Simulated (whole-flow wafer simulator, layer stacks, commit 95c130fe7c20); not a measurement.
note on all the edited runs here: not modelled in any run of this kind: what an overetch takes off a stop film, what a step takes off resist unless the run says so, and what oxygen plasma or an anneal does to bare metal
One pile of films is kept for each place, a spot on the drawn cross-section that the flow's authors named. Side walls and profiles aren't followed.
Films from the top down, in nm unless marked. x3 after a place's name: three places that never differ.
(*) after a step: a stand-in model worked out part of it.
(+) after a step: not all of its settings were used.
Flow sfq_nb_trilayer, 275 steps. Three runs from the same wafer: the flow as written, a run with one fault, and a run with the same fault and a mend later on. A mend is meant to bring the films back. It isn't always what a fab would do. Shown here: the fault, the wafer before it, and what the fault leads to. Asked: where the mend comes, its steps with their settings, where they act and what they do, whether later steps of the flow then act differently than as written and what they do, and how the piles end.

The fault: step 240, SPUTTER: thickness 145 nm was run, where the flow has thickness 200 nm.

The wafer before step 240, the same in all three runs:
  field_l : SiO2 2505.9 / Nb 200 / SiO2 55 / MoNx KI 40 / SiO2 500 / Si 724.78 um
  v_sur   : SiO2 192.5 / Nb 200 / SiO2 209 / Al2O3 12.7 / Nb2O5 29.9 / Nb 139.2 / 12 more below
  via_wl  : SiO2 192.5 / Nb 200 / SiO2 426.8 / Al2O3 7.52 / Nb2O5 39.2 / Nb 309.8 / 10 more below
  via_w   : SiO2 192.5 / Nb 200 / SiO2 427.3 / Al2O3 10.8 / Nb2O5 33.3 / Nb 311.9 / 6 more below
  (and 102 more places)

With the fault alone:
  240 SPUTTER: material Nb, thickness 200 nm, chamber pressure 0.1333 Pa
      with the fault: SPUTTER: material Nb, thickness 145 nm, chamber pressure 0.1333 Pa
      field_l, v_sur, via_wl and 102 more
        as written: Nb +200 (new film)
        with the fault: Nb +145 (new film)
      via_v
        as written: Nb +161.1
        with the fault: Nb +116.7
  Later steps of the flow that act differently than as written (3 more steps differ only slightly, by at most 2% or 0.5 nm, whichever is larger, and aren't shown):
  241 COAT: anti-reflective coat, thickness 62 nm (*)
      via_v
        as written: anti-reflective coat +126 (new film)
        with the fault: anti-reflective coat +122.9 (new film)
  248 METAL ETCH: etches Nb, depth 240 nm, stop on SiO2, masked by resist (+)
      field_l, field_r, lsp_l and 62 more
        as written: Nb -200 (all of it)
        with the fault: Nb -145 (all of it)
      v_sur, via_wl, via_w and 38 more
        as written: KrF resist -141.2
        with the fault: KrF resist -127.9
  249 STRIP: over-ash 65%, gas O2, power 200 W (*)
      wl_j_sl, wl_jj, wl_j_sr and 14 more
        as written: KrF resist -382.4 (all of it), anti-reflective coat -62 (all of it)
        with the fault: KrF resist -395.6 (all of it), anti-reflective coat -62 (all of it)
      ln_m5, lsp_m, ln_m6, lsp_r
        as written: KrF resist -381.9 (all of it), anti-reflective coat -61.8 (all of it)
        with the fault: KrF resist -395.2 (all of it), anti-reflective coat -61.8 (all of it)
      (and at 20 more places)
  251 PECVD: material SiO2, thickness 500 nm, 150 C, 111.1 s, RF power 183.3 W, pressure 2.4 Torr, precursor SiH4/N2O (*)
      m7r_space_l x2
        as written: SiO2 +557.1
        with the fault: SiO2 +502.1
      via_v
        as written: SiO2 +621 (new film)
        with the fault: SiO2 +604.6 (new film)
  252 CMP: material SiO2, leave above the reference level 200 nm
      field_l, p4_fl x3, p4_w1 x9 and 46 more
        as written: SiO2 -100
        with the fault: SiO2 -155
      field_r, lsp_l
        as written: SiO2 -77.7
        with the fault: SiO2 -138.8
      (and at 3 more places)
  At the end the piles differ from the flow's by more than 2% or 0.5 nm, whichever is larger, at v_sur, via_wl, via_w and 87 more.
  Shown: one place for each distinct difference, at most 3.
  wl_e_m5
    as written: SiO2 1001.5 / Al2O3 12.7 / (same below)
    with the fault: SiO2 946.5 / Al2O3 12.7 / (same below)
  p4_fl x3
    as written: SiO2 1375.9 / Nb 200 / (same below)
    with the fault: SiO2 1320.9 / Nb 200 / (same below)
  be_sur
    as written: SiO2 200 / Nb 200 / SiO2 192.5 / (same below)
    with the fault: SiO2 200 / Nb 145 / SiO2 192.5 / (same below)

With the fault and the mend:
  The mend comes after step 246.
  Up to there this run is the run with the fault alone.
  246a STRIP: over-ash 65%, gas O2, power 200 W (*)
      p4_fl x3, p4_w1 x9, p4_g1 x2 and 46 more
        anti-reflective coat -62 (all of it)
      wl_j_sl, wl_jj, wl_j_sr and 14 more
        KrF resist -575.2 (all of it), anti-reflective coat -62 (all of it)
      field_r, lsp_l, l0_sur, l0v
        anti-reflective coat -61.8 (all of it)
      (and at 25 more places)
  246b SPUTTER: material Nb, thickness 55 nm, chamber pressure 0.1333 Pa (the flow's step 240 once more, with other settings)
      field_l, v_sur, via_wl and 102 more
        Nb +55
      via_v
        Nb +40.9
  246c COAT: anti-reflective coat, thickness 62 nm (*) (the flow's step 241 once more)
      p4_fl x3, p4_w1 x9, p4_g1 x2 and 63 more
        anti-reflective coat +62 (new film)
      field_r, lsp_l, ln_m5, lsp_m, ln_m6, lsp_r, l0_sur, l0v
        anti-reflective coat +61.8 (new film)
      be_r, r_sur, res, r_end, moat
        anti-reflective coat +61.7 (new film)
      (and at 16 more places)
  246d COAT: KrF resist, thickness 600 nm (*) (the flow's step 242 once more)
      p4_fl x3, p4_w1 x9, p4_g1 x2 and 63 more
        KrF resist +600 (new film)
      field_r, lsp_l, ln_m5, lsp_m, ln_m6, l0v
        KrF resist +599.5 (new film)
      r_end, moat
        KrF resist +599.4 (new film)
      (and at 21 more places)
  246e SOFTBAKE: KrF resist (the flow's step 243 once more)
      changes no film at any place that is followed
  246f EXPOSE: photomask M7, dose 12.21 mJ/cm2, NA 0.6, wavelength 248 nm (*) (the flow's step 244 once more)
      changes no film at any place that is followed
  246g PEB: KrF resist, 90 s (the flow's step 245 once more)
      field_l, v_sur, via_wl and 97 more
        KrF resist -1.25
      via_w, via_wr, wire, be
        KrF resist -1.24
      via_sp
        KrF resist -1.23
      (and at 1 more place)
  246h DEVELOP: KrF resist, thickness 600 nm, 60 s (the flow's step 246 once more)
      p4_fl x3, p4_w1 x9, p4_g1 x2 and 46 more
        KrF resist -598.7 (all of it)
      v_sur, via_wl, via_w and 38 more
        KrF resist -23.5
      field_r, lsp_l
        KrF resist -598.2 (all of it)
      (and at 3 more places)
  No later step of the flow acts differently than as written, at any place that is followed, by more than 2% or 0.5 nm, whichever is larger.
  At the end the piles differ from the flow's only slightly at the places that both follow, by at most 2% or 0.5 nm, whichever is larger.
